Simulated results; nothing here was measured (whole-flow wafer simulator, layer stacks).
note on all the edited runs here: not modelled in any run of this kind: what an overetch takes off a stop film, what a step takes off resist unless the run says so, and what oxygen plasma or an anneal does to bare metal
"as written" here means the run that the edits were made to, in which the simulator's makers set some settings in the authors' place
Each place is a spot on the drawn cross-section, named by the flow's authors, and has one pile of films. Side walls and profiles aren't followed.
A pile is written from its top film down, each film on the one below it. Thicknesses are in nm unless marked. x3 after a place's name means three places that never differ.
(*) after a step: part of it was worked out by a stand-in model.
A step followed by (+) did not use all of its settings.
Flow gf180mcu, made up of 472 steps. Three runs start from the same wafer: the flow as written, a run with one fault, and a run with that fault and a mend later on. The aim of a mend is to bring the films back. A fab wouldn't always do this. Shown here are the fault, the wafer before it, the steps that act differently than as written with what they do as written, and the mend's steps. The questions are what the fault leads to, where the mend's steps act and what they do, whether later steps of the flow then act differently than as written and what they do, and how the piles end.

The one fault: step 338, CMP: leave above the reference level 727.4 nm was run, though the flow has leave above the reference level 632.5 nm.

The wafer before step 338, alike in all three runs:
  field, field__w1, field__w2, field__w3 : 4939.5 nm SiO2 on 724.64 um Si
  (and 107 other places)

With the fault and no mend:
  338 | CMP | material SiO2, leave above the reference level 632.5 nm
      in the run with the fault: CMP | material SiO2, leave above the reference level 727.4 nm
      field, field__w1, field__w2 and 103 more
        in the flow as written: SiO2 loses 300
        in the run with the fault: SiO2 loses 205.1
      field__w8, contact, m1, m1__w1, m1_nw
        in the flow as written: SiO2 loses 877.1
        in the run with the fault: SiO2 loses 782.2
  Later steps of the flow acting differently than as written (not shown: 1 more step that differs only slightly, by at most 2% or 0.5 nm, whichever is larger):
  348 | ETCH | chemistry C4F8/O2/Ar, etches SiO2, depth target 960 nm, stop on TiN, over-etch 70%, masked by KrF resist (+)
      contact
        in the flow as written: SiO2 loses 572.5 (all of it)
        in the run with the fault: SiO2 loses 667.4 (all of it)
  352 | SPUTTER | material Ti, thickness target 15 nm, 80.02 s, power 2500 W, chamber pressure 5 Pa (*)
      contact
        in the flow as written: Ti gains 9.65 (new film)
        in the run with the fault: Ti gains 9.13 (new film)
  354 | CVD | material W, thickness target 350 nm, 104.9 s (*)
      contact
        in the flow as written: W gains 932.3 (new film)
        in the run with the fault: W gains 1028 (new film)
  By the end, the piles at field__w8, contact, m1, m1__w1, m1_nw depart from the flow's by more than 2% or 0.5 nm, whichever is larger.
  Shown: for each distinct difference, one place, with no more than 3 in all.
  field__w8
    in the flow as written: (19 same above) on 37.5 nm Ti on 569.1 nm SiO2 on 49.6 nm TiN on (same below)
    in the run with the fault: (19 same above) on 37.5 nm Ti on 664 nm SiO2 on 49.6 nm TiN on (same below)
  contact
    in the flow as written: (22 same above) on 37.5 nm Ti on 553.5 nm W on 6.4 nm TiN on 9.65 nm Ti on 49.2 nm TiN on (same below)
    in the run with the fault: (22 same above) on 37.5 nm Ti on 649.3 nm W on 6.06 nm TiN on 9.13 nm Ti on 49.2 nm TiN on (same below)

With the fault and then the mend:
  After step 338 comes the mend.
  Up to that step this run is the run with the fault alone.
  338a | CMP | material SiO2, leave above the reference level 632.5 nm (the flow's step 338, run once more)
      field, field__w1, field__w2 and 108 more
        SiO2 loses 94.9
  Every later step of the flow that is run acts as written at every place that is followed.
  At every place that both follow, the piles at the end match the flow's.
